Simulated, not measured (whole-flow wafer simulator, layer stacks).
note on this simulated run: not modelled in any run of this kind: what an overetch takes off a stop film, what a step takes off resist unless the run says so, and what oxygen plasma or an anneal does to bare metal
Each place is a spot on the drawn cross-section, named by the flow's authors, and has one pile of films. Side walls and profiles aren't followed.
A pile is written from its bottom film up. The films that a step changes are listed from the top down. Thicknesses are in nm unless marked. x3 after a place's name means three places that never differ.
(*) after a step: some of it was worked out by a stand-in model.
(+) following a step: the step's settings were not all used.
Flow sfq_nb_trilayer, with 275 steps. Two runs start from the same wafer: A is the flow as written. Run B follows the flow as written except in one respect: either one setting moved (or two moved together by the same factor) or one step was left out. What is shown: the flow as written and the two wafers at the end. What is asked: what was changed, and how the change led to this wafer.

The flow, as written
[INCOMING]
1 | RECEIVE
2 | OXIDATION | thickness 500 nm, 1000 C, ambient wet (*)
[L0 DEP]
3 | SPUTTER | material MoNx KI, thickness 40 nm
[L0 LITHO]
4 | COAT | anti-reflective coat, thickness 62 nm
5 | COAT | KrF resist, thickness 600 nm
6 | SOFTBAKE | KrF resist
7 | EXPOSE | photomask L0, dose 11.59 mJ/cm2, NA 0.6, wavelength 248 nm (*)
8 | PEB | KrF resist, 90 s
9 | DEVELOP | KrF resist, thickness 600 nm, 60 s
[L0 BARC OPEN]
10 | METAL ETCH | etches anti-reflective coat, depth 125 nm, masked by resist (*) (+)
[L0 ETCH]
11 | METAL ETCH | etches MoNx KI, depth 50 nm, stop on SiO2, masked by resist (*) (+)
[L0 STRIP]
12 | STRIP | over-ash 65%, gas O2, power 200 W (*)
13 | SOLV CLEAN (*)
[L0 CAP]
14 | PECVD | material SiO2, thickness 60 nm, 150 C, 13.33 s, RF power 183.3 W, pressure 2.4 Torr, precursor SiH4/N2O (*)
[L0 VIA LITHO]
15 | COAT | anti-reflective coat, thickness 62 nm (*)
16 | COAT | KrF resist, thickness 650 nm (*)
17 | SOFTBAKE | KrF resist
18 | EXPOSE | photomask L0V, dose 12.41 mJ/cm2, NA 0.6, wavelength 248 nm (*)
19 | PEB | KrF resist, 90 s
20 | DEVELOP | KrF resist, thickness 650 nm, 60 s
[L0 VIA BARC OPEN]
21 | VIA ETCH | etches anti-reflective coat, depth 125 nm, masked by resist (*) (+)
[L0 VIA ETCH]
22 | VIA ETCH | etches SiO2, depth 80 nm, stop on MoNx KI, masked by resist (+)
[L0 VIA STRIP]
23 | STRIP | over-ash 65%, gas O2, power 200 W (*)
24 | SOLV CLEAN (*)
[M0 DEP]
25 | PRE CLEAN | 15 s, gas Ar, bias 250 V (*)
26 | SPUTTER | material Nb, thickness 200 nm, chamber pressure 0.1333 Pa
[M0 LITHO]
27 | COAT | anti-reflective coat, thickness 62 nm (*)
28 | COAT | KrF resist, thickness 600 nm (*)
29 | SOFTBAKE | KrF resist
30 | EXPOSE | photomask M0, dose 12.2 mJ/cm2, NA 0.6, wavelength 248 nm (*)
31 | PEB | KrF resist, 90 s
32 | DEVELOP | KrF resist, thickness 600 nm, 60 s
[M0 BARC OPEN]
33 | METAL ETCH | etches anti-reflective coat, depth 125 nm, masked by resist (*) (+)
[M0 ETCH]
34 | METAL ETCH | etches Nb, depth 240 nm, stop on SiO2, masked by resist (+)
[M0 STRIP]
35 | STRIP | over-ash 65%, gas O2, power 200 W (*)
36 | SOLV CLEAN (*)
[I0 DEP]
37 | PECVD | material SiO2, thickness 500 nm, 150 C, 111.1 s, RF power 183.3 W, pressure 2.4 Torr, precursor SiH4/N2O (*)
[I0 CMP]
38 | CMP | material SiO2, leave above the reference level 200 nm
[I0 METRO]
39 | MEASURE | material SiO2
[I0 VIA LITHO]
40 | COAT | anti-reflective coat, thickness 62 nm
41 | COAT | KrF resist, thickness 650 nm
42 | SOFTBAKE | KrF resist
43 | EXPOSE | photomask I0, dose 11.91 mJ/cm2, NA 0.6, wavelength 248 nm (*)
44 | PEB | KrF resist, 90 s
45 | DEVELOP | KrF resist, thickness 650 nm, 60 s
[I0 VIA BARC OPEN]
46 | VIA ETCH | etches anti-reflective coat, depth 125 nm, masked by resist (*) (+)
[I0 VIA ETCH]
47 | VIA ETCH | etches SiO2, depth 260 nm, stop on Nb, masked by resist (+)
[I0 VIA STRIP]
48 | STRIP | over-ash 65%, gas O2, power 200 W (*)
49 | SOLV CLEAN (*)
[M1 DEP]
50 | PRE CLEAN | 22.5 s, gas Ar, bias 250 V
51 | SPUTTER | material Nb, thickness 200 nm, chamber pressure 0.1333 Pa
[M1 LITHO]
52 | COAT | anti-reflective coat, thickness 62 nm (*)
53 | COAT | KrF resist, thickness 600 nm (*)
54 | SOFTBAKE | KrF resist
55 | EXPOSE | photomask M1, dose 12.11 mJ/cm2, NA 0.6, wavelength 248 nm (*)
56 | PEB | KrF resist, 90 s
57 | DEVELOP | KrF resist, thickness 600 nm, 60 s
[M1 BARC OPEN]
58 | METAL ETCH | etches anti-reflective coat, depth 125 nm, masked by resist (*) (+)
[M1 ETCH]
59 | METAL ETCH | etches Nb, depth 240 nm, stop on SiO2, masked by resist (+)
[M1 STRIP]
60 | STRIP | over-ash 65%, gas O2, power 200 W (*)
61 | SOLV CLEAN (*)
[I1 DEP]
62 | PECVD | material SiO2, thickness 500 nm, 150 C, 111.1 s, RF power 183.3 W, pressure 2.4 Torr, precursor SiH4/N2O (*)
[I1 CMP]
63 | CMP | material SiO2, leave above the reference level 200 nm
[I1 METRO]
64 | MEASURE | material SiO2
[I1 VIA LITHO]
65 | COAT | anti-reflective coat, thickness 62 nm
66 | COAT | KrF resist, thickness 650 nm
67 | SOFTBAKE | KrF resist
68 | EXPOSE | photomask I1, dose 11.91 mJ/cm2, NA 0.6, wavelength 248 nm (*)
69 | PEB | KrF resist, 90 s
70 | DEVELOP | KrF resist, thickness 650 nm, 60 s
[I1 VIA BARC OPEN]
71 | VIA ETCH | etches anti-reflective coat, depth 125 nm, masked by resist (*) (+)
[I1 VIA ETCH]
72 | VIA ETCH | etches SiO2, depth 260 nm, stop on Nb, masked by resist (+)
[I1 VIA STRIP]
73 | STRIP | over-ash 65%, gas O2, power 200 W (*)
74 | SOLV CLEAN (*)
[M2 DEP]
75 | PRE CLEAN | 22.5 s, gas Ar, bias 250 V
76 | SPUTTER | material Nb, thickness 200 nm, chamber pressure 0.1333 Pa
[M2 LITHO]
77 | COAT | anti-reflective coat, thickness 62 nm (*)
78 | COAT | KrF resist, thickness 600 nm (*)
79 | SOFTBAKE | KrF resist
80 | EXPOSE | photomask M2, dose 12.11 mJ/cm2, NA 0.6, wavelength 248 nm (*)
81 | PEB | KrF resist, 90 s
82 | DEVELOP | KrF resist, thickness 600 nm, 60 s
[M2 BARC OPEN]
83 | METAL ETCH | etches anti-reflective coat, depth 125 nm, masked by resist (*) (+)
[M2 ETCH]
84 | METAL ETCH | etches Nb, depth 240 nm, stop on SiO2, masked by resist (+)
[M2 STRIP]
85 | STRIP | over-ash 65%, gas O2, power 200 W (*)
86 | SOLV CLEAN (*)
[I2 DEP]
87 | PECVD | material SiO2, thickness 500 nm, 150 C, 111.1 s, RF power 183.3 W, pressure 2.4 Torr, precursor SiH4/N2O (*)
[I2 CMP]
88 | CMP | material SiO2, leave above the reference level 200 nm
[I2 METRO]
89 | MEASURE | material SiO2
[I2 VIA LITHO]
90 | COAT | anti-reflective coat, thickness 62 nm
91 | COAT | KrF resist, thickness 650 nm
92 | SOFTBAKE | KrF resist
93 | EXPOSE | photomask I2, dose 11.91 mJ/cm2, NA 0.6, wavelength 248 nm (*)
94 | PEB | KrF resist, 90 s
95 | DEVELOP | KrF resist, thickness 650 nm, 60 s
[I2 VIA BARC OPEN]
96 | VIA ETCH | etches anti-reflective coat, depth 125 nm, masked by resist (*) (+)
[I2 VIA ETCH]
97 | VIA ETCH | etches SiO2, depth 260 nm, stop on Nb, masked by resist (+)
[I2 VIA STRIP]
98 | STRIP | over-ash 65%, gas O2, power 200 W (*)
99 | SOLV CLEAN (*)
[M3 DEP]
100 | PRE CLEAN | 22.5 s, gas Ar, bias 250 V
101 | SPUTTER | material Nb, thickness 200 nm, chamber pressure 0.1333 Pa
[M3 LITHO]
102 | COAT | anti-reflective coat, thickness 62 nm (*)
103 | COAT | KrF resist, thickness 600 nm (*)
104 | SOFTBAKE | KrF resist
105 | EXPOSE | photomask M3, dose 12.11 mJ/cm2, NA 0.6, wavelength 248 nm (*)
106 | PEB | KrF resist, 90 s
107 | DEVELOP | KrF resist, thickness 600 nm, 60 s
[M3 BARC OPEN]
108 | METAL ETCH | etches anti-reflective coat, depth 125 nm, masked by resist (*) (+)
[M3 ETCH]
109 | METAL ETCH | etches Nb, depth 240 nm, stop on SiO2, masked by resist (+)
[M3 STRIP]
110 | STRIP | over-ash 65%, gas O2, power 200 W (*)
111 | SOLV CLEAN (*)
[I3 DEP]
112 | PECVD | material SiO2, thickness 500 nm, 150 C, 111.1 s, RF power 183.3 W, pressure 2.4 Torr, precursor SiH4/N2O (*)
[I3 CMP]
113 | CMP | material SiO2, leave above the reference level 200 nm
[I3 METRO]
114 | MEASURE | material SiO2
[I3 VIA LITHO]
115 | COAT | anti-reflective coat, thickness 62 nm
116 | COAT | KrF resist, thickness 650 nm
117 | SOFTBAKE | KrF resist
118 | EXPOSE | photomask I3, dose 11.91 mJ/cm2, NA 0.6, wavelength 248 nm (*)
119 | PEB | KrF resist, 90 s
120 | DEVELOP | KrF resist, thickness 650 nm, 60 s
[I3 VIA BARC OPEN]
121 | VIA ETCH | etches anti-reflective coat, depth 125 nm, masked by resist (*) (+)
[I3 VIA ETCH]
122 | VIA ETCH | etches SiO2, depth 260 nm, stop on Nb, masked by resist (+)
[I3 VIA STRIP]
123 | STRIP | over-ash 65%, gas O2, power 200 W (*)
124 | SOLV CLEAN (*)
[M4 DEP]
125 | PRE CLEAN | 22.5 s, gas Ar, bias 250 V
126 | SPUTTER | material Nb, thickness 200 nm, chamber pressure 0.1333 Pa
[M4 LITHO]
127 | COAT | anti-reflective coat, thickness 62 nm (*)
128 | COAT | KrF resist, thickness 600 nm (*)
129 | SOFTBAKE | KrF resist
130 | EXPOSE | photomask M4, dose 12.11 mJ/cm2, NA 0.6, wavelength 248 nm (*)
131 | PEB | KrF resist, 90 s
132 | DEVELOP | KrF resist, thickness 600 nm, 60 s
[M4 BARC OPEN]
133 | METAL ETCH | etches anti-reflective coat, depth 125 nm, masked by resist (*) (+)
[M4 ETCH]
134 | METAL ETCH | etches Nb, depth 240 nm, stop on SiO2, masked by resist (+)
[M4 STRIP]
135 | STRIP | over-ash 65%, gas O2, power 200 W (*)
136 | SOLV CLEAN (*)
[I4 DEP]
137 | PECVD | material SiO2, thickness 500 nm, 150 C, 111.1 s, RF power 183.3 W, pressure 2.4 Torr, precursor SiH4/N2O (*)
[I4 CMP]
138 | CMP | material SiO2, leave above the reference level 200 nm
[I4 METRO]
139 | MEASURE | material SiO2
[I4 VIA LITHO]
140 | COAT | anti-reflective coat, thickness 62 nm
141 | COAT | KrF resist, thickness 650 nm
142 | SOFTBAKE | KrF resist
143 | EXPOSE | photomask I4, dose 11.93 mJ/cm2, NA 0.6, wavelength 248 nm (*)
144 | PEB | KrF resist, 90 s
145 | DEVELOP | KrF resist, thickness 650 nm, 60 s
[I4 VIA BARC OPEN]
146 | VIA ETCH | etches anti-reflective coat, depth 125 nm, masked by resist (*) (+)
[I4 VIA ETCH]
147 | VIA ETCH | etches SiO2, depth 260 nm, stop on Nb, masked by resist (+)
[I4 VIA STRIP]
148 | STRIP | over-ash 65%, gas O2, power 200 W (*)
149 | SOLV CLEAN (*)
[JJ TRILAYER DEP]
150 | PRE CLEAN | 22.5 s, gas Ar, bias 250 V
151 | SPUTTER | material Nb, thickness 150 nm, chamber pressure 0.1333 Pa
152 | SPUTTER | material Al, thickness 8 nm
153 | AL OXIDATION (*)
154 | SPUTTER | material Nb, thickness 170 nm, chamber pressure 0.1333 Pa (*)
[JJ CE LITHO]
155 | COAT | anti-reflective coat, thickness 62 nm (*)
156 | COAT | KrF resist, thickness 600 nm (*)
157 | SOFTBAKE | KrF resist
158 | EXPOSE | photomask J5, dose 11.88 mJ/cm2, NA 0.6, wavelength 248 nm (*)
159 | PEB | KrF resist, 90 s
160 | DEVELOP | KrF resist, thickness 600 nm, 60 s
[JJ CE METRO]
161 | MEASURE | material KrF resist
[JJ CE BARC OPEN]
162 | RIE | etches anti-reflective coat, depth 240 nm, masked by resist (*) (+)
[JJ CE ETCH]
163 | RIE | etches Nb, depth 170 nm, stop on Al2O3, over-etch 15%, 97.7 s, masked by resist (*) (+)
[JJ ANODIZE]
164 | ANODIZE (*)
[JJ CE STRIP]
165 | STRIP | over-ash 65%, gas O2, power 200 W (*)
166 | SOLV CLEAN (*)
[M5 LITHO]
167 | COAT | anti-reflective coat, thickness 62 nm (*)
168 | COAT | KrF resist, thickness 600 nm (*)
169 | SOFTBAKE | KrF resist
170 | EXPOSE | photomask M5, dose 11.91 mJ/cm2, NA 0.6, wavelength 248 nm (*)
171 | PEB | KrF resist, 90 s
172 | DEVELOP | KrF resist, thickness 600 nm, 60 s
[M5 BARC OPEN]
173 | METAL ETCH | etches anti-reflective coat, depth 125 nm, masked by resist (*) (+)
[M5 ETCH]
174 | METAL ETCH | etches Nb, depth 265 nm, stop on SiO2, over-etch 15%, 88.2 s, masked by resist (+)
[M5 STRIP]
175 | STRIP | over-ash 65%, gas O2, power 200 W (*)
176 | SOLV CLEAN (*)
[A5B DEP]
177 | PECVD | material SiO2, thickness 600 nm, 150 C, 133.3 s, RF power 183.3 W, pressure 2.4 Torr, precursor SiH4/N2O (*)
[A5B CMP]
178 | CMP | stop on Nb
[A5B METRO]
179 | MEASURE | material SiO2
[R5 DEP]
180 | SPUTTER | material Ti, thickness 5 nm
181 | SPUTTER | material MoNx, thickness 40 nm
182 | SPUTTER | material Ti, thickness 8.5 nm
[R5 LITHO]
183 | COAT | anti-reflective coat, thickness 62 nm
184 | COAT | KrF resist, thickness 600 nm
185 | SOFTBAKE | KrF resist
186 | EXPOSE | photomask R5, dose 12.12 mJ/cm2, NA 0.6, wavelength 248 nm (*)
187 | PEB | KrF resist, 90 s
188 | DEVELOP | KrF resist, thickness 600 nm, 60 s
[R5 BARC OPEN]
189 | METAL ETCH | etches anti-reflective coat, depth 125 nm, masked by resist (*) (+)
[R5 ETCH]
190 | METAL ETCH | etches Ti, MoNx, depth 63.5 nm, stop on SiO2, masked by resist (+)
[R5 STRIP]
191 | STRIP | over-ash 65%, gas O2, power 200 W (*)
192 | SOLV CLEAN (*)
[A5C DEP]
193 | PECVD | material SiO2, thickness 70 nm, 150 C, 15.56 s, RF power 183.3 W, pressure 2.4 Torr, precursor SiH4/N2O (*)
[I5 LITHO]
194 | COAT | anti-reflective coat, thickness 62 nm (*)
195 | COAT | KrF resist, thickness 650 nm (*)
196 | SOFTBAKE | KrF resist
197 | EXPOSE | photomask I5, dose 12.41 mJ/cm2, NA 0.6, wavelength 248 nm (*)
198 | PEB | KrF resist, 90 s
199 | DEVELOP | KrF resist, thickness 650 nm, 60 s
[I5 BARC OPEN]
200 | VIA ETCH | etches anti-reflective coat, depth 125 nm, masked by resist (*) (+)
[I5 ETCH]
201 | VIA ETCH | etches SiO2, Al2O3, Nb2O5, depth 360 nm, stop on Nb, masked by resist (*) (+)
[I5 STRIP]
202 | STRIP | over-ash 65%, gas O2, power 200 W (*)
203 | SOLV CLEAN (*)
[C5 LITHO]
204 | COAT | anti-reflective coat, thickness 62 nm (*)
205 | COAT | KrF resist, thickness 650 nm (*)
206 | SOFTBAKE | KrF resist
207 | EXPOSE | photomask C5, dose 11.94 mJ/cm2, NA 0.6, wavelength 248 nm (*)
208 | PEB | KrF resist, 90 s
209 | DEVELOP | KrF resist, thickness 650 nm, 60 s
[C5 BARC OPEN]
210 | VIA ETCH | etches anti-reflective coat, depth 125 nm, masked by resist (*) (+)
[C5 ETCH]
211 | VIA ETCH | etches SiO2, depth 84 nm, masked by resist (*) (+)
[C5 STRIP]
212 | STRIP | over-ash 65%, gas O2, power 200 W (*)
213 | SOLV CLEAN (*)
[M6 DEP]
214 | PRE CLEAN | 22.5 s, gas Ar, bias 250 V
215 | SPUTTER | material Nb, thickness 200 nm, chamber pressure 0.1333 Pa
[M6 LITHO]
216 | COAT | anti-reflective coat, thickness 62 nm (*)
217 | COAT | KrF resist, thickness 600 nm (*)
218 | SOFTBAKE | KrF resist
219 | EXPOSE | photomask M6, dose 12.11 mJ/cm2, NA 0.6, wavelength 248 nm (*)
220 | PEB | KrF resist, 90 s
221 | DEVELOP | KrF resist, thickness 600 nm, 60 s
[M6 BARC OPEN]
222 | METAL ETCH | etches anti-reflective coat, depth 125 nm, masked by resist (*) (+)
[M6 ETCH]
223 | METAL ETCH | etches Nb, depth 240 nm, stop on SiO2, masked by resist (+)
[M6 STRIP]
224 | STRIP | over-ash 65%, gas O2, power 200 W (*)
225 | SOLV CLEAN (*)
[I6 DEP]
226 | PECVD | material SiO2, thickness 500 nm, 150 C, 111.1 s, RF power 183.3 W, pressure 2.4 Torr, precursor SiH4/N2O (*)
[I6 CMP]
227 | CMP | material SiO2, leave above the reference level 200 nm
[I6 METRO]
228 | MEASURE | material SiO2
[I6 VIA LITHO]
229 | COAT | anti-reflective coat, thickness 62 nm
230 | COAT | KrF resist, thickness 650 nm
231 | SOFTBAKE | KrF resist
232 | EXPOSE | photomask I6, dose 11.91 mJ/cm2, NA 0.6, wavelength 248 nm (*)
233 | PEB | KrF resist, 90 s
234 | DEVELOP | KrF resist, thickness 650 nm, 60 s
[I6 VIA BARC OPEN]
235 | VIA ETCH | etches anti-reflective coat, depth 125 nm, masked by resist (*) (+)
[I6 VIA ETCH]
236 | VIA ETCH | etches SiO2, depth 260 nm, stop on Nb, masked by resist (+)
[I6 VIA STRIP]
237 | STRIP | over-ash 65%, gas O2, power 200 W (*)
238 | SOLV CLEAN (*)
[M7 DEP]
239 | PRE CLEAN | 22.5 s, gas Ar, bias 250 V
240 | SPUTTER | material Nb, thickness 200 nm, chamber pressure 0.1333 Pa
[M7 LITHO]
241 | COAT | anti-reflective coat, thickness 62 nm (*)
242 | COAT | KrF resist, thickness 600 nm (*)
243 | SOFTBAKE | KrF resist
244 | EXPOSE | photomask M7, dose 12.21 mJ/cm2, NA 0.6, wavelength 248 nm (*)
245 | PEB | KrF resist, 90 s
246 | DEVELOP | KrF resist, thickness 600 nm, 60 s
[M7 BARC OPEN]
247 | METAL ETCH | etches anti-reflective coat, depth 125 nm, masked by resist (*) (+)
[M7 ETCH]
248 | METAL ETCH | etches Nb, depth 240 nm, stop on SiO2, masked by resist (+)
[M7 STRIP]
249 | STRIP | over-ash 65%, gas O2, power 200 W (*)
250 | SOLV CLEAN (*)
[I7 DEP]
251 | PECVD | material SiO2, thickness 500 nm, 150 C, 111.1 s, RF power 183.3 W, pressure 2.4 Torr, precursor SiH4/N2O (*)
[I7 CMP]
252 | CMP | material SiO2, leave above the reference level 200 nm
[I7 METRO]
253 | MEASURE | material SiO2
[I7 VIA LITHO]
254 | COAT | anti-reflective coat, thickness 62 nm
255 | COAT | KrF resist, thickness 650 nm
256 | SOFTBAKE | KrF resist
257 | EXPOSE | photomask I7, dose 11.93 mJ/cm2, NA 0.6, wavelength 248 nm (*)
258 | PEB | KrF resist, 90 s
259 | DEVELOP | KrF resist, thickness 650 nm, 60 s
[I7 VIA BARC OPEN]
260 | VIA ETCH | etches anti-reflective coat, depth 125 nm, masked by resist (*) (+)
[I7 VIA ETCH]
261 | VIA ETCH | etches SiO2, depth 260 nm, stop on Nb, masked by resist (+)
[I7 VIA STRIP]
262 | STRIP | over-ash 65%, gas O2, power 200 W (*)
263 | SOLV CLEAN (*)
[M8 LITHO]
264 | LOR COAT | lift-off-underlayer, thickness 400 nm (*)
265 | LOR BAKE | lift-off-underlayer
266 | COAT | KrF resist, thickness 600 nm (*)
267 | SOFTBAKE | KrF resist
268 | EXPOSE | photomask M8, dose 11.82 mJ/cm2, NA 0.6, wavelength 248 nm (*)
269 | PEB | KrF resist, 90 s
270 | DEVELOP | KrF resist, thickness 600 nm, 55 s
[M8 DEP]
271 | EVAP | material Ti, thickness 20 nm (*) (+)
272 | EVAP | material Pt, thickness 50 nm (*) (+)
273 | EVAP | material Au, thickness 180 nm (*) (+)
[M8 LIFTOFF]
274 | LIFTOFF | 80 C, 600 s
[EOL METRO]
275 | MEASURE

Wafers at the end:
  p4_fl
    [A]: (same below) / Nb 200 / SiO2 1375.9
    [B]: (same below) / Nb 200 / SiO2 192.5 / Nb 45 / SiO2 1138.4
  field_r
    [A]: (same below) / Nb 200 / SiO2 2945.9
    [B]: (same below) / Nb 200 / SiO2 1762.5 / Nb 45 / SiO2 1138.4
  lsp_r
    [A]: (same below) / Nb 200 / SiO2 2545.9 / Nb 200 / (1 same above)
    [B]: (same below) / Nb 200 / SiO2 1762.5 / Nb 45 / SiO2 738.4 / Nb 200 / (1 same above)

The reason: step 174, METAL ETCH: depth 119 nm was run, whereas the flow has depth 265 nm; step 174, METAL ETCH: 39.7 s was run, where the flow has 88.2 s.

The path from the change to this, step by step:
  174 | METAL ETCH | etches Nb, depth 265 nm, stop on SiO2, over-etch 15%, 88.2 s, masked by resist (+)
      field_l, r_sur, res and 50 more: A -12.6 Al2O3 (all of it), -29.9 Nb2O5 (all of it), -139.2 Nb (all of it), -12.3 SiO2 | B -12.6 Al2O3 (all of it), -29.9 Nb2O5 (all of it), -94.3 Nb
      v_sur, via_wl, via_w and 50 more: A -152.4 KrF resist | B -68.4 KrF resist
  175 | STRIP | over-ash 65%, gas O2, power 200 W (*)
      l0r_line_l, l0r_line_c, l0r_space_c and 27 more: A -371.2 KrF resist (all of it), -62 anti-reflective coat (all of it) | B -455.1 KrF resist (all of it), -62 anti-reflective coat (all of it)
      v_sur: A -349.2 KrF resist (all of it), -44.9 anti-reflective coat (all of it) | B -433.1 KrF resist (all of it), -44.9 anti-reflective coat (all of it)
      (as well as at 22 more places)
  177 | PECVD | material SiO2, thickness 600 nm, 150 C, 133.3 s, RF power 183.3 W, pressure 2.4 Torr, precursor SiH4/N2O (*)
      field_l, p4_fl, p4_fm and 39 more: A +600 SiO2 | B +600 SiO2 (new film)
      r_sur, res, r_end, moat, field_r, lsp_l: A +592.9 SiO2 | B +600 SiO2 (new film)
      (as well as at 5 more places)
  178 | CMP | stop on Nb
      field_l, p4_fl, p4_fm and 39 more: A -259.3 SiO2 | B -316.6 SiO2
      r_sur, res, r_end, moat, field_r, lsp_l: A -252.3 SiO2 | B -316.6 SiO2
      (as well as at 5 more places)
With metal films that touch counted as one body, p4_fl has 3 bodies (between them, from the top down: SiO2 192.5; SiO2 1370); the flow as written gives 2 bodies (between them, from the top down: SiO2 1370).
With metal films that touch counted as one body, field_r has 2 bodies (between them, from the top down: SiO2 1762.5); the flow as written gives 1 body.
With metal films that touch counted as one body, lsp_r has 3 bodies (between them, from the top down: SiO2 738.4; SiO2 1762.5); the flow as written gives 2 bodies (between them, from the top down: SiO2 2545.9).
